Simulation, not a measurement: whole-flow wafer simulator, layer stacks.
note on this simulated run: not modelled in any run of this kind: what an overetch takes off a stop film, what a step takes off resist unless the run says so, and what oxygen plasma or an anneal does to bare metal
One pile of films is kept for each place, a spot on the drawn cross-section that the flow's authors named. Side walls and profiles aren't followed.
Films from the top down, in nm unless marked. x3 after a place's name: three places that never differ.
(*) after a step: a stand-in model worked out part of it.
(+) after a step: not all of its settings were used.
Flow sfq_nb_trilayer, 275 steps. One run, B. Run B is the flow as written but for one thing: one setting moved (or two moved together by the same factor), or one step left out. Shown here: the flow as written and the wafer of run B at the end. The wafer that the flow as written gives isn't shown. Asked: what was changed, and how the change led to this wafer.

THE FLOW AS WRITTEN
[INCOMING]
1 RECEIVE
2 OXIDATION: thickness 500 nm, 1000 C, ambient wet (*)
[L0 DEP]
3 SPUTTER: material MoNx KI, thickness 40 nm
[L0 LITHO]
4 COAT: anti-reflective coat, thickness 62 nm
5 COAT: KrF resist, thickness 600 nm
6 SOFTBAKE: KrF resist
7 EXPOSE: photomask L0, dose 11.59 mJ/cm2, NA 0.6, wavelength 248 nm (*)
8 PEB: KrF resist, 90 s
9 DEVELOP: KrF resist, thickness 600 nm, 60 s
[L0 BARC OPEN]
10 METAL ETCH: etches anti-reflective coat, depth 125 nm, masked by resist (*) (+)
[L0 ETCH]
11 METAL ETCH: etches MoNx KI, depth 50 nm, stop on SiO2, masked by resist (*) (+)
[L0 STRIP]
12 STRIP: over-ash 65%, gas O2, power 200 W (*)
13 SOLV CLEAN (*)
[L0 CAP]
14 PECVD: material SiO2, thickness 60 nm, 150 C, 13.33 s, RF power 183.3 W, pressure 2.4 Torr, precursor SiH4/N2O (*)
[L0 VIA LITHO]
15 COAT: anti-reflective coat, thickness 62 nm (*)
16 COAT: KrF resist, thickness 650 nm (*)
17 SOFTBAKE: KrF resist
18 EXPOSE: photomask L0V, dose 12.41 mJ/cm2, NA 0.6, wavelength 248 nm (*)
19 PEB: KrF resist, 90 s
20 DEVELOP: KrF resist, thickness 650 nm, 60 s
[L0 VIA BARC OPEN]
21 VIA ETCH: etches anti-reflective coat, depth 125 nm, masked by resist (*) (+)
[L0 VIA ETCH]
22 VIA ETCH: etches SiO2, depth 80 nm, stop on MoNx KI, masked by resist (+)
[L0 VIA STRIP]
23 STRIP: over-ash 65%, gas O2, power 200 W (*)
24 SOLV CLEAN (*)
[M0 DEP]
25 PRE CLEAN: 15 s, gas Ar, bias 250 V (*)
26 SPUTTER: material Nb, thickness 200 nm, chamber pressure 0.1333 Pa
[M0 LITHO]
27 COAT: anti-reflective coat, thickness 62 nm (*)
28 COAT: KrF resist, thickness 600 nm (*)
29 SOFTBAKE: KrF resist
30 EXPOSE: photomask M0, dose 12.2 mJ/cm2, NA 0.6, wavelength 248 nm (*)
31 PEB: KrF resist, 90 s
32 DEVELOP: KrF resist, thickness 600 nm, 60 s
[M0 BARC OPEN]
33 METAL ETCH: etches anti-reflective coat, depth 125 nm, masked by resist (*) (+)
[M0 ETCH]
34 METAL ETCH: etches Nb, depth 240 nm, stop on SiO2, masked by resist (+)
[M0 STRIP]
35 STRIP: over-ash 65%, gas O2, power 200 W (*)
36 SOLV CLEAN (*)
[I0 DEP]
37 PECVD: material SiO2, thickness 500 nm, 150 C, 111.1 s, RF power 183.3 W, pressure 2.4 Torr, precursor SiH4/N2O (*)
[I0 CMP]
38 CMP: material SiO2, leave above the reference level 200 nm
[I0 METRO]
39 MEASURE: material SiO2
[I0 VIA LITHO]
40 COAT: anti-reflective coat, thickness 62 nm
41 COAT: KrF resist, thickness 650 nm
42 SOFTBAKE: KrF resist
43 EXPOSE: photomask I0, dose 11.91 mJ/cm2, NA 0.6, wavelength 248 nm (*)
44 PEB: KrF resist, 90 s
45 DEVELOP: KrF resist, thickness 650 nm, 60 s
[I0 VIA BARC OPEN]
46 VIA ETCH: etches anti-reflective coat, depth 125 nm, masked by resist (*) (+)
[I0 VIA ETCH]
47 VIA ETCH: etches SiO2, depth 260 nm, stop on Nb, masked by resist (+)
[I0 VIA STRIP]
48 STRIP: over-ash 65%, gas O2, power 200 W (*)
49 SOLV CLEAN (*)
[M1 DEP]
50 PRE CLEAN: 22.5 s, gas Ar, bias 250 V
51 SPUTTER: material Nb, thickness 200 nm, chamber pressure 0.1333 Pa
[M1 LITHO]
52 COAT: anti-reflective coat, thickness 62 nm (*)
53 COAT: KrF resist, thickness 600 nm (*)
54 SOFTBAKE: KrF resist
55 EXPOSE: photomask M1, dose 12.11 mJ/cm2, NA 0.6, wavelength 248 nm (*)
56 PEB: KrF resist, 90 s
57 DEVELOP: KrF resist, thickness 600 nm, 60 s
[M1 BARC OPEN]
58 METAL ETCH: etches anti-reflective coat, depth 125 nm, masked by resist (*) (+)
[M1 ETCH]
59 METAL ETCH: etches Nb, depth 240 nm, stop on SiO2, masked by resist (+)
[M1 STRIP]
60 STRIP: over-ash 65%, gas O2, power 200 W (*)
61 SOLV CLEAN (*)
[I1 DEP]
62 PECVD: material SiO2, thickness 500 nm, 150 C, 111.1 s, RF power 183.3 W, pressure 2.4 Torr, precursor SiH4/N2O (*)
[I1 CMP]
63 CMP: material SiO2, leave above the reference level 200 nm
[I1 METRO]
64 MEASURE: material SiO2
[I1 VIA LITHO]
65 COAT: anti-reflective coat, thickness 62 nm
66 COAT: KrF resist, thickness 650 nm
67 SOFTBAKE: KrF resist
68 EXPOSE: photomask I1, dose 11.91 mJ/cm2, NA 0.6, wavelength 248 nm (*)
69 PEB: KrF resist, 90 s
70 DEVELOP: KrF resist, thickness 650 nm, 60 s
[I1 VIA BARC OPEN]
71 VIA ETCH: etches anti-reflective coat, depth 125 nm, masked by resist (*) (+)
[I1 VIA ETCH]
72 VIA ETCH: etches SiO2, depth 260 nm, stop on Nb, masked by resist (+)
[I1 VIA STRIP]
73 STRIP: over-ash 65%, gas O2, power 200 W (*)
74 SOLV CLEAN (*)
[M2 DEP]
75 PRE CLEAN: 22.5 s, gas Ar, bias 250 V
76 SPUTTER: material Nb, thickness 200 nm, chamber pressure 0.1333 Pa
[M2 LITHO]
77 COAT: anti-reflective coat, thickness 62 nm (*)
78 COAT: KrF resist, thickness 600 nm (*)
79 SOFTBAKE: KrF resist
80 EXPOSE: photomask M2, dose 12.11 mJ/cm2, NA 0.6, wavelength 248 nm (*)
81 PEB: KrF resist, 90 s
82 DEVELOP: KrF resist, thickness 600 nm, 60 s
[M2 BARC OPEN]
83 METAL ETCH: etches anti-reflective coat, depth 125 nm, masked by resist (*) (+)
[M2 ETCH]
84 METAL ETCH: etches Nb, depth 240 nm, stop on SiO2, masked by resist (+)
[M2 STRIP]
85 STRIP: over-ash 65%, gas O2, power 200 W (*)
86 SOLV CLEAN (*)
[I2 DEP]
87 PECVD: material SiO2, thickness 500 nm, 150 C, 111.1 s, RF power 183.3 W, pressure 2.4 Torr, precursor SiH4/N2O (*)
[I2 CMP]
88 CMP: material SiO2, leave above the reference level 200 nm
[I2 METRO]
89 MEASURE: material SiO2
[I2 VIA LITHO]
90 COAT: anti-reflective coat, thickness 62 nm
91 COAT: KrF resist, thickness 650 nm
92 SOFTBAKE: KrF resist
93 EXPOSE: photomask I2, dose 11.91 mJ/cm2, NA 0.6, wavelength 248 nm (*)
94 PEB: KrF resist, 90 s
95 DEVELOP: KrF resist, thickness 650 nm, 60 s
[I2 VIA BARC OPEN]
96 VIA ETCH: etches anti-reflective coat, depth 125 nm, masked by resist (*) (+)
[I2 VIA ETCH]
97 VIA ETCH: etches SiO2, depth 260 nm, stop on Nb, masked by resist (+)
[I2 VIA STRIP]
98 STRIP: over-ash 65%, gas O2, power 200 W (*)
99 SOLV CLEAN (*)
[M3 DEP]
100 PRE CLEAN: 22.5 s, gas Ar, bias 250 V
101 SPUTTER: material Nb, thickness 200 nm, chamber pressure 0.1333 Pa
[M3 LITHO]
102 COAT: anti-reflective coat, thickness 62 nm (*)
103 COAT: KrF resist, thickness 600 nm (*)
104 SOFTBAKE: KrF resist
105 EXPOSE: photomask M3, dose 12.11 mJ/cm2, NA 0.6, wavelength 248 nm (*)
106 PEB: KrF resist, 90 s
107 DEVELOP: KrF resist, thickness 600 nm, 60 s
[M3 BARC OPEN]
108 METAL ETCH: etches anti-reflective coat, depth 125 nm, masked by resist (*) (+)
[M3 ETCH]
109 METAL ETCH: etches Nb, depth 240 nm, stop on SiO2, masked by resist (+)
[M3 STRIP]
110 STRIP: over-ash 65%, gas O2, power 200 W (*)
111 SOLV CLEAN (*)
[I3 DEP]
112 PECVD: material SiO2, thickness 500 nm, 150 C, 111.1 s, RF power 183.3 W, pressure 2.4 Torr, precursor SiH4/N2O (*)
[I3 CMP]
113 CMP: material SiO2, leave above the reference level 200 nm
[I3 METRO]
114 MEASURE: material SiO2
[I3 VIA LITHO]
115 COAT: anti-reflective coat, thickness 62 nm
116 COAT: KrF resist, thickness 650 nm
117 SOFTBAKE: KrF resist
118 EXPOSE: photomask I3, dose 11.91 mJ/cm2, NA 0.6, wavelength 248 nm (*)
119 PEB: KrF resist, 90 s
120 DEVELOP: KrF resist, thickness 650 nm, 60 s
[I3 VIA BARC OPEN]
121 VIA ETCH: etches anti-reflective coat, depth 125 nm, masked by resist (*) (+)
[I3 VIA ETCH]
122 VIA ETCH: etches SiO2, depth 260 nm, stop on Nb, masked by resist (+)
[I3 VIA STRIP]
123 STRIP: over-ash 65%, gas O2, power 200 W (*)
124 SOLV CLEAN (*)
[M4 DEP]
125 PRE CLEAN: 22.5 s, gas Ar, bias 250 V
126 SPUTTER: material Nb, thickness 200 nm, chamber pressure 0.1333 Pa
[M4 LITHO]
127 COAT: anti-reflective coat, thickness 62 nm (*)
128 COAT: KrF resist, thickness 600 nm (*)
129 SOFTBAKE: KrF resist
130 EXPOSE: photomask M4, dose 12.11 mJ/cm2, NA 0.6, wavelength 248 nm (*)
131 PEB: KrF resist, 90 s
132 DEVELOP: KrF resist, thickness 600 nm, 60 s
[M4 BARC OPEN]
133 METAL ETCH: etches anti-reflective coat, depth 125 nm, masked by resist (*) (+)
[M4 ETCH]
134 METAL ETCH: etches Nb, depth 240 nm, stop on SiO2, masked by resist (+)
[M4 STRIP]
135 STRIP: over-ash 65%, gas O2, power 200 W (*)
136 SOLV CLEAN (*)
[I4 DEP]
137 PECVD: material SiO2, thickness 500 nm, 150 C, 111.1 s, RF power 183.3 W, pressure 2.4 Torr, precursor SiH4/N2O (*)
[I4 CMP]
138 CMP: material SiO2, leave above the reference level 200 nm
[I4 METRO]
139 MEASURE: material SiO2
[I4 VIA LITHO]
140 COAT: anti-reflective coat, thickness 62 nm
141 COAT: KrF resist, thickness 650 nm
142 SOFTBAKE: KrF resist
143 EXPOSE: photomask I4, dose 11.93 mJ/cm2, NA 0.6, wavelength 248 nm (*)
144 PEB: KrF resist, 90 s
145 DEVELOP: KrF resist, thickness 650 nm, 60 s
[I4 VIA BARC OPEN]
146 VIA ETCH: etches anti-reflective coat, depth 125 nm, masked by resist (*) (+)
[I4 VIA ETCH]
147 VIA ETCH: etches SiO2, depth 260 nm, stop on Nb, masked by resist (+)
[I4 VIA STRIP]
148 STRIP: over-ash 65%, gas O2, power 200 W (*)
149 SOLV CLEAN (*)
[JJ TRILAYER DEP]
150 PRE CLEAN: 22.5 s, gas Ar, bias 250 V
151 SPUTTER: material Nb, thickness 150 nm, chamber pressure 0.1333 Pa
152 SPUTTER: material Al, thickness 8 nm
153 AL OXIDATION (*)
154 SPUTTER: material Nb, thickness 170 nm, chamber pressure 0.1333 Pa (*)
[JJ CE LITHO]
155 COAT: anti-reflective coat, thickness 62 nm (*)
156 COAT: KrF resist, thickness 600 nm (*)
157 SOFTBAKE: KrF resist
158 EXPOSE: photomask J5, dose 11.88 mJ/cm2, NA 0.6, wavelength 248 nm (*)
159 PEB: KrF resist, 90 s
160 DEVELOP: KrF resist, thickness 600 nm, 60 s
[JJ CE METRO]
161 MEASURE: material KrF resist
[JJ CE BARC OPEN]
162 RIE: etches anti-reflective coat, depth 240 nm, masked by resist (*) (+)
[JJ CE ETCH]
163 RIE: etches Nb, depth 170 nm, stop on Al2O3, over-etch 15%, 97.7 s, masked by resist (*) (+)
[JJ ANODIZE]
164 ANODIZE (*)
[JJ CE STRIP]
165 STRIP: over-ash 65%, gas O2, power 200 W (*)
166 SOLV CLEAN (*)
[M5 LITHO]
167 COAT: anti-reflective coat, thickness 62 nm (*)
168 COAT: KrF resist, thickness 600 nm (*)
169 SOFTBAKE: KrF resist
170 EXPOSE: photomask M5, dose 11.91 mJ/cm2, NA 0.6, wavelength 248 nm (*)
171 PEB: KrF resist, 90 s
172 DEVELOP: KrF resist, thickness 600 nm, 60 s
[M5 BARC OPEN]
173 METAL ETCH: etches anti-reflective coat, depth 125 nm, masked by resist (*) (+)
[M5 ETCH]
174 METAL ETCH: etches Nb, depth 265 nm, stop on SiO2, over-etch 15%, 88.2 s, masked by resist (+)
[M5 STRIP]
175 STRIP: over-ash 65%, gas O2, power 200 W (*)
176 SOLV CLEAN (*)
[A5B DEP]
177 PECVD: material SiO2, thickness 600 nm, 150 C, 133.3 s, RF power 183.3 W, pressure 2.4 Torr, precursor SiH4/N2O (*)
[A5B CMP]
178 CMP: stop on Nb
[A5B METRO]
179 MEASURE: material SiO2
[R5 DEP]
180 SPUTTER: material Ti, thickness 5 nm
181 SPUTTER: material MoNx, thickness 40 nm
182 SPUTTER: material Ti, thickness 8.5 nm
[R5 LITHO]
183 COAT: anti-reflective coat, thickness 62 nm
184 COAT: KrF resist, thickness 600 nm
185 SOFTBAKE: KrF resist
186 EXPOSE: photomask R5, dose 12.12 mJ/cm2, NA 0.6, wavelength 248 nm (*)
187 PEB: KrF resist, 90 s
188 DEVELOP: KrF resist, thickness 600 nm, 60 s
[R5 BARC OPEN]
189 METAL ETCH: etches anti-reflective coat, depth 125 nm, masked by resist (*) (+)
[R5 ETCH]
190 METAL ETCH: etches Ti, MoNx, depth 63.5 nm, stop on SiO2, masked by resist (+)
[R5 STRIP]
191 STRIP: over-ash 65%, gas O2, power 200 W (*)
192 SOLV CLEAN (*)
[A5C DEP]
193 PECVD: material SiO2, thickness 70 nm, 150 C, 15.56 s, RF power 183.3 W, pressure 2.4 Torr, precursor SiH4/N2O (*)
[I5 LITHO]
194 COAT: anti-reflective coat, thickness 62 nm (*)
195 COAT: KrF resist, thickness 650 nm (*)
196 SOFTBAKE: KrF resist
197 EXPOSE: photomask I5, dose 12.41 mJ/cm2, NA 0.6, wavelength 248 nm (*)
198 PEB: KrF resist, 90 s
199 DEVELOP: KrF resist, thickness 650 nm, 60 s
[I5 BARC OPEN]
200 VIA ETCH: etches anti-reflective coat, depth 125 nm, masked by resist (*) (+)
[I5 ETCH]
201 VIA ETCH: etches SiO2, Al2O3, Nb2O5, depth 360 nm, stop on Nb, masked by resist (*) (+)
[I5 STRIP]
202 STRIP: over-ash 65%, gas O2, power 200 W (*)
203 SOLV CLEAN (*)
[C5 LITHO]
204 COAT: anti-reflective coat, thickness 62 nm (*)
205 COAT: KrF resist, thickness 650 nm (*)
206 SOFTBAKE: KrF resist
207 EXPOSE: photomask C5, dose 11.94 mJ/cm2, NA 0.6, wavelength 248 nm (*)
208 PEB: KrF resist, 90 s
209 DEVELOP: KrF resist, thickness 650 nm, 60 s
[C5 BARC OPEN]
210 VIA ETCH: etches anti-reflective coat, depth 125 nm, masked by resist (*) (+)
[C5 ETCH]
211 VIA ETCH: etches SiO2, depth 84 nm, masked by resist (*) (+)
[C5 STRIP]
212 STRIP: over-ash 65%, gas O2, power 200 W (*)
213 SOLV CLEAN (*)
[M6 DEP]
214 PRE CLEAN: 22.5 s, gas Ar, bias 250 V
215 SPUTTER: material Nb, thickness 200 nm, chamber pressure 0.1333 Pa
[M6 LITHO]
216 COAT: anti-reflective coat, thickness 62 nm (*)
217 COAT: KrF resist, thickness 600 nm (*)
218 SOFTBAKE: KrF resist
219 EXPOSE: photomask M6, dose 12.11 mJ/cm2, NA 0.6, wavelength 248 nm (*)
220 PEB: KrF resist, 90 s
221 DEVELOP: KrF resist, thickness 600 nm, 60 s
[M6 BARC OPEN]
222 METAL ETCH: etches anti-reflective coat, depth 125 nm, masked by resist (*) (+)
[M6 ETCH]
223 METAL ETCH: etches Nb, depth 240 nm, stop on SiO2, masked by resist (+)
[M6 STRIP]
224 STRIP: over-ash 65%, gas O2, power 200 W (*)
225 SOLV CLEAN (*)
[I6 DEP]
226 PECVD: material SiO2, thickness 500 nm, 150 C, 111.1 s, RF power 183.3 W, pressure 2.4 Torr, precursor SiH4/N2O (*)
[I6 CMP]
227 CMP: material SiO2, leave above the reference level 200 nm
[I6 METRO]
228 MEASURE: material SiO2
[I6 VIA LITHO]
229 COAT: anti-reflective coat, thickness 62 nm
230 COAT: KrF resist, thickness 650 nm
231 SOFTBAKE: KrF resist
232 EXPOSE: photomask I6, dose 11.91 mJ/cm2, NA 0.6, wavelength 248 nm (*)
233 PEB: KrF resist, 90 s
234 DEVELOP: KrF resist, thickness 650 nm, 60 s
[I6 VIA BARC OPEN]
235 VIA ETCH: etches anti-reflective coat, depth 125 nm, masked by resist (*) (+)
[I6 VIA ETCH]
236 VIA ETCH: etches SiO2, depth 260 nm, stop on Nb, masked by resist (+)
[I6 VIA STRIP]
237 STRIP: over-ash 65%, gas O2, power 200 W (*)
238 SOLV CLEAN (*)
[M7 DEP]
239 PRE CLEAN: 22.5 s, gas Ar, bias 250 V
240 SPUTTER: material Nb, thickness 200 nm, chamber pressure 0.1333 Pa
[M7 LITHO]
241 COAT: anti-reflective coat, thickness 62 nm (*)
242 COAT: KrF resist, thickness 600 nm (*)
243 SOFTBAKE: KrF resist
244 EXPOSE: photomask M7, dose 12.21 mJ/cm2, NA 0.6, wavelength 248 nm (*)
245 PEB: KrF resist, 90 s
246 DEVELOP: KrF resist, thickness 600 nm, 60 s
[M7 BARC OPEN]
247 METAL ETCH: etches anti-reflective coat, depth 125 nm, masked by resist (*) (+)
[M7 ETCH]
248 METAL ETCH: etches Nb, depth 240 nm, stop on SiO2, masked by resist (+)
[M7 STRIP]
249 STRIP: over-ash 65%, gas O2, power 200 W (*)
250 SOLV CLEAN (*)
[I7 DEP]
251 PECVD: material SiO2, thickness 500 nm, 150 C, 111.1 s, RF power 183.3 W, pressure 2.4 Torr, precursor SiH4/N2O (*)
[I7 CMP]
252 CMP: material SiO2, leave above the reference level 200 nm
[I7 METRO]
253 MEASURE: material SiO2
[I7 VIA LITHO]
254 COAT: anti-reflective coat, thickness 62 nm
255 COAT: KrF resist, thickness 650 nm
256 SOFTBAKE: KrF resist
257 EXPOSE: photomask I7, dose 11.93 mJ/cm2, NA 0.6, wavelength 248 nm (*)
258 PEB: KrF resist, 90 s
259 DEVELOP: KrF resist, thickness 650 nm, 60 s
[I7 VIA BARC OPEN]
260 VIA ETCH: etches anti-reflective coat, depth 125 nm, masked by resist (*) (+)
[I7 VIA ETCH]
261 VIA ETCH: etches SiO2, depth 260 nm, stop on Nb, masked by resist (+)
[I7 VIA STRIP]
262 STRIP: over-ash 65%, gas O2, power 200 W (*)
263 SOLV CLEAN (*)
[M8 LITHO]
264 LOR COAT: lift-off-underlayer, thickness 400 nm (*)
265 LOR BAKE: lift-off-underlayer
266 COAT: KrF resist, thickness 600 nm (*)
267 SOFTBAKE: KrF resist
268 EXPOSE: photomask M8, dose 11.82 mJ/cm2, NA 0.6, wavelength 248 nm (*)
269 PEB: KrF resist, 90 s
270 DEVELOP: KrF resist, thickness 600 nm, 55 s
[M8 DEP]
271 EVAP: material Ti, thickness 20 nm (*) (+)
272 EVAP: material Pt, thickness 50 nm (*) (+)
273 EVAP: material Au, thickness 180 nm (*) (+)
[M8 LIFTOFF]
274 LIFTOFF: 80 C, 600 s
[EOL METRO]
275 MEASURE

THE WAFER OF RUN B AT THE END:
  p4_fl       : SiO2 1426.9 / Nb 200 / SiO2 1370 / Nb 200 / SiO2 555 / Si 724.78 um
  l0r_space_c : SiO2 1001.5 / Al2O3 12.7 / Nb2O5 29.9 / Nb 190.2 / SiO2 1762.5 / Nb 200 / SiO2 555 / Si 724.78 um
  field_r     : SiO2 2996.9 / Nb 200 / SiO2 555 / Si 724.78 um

The cause: step 151, SPUTTER: thickness 201 nm was run, where the flow has thickness 150 nm.

How the change led to this, step by step:
  151 SPUTTER: material Nb, thickness 150 nm, chamber pressure 0.1333 Pa
      field_l, v_sur, via_sp and 100 more: Nb +201 (new film) (as written it would be: Nb +150 (new film))
      via_wl, via_w, via_wr: Nb +175.3 (as written it would be: Nb +130.4)
  155 COAT: anti-reflective coat, thickness 62 nm (*)
      via_wl, via_wr: anti-reflective coat +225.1 (new film) (as written it would be: anti-reflective coat +209.4 (new film))
      via_w: anti-reflective coat +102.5 (new film) (as written it would be: anti-reflective coat +97.4 (new film))
  162 RIE: etches anti-reflective coat, depth 240 nm, masked by resist (*) (+)
      ce_l, c5j, ce_r, wl_jj: KrF resist -225.1 (as written it would be: KrF resist -209.4)
      via_wl, via_wr: anti-reflective coat -225.1 (all of it) (as written it would be: anti-reflective coat -209.4 (all of it))
      (and at 1 more place)
  164 ANODIZE (*)
      via_wl, via_wr: Al2O3 +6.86 (new film), Nb2O5 +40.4 (new film), Al -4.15 (all of it), Nb -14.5 (as written it would be: Al2O3 +7.52 (new film), Nb2O5 +39.2 (new film), Al -4.56 (all of it), Nb -14.1)
  165 STRIP: over-ash 65%, gas O2, power 200 W (*)
      c5j, ce_r: KrF resist -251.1 (all of it), anti-reflective coat -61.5 (all of it) (as written it would be: KrF resist -266.9 (all of it), anti-reflective coat -61.5 (all of it))
      ce_l: KrF resist -251 (all of it), anti-reflective coat -61.4 (all of it) (as written it would be: KrF resist -266.8 (all of it), anti-reflective coat -61.4 (all of it))
      (and at 1 more place)
  167 COAT: anti-reflective coat, thickness 62 nm (*)
      v_sur: anti-reflective coat +41.2 (new film) (as written it would be: anti-reflective coat +44.9 (new film))
      via_wl: anti-reflective coat +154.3 (new film) (as written it would be: anti-reflective coat +170.5 (new film))
      (and at 3 more places)
  168 COAT: KrF resist, thickness 600 nm (*)
      via_wl: KrF resist +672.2 (new film) (as written it would be: KrF resist +656 (new film))
      via_wr: KrF resist +673.1 (new film) (as written it would be: KrF resist +656.6 (new film))
  174 METAL ETCH: etches Nb, depth 265 nm, stop on SiO2, over-etch 15%, 88.2 s, masked by resist (+)
      field_l, r_sur, res and 49 more: Al2O3 -12.6 (all of it), Nb2O5 -29.9 (all of it), Nb -190.2 (all of it), SiO2 -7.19 (as written it would be: Al2O3 -12.6 (all of it), Nb2O5 -29.9 (all of it), Nb -139.2 (all of it), SiO2 -12.3)
      wl_a_sl: Al2O3 -12.6 (all of it), Nb2O5 -29.9 (all of it), Nb -190.2 (all of it), SiO2 -7.2 (as written it would be: Al2O3 -12.6 (all of it), Nb2O5 -29.9 (all of it), Nb -139.2 (all of it), SiO2 -12.3)
  175 STRIP: over-ash 65%, gas O2, power 200 W (*)
      v_sur: KrF resist -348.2 (all of it), anti-reflective coat -41.2 (all of it) (as written it would be: KrF resist -349.2 (all of it), anti-reflective coat -44.9 (all of it))
      via_wl: KrF resist -443.2 (all of it), anti-reflective coat -154.3 (all of it) (as written it would be: KrF resist -427 (all of it), anti-reflective coat -170.5 (all of it))
      (and at 3 more places)
  178 CMP: stop on Nb
      field_l, p4_fl, p4_fm and 39 more: SiO2 -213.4 (as written it would be: SiO2 -259.3)
      r_sur, res, r_end, moat, field_r, lsp_l: SiO2 -204.7 (as written it would be: SiO2 -252.3)
      (and at 8 more places)
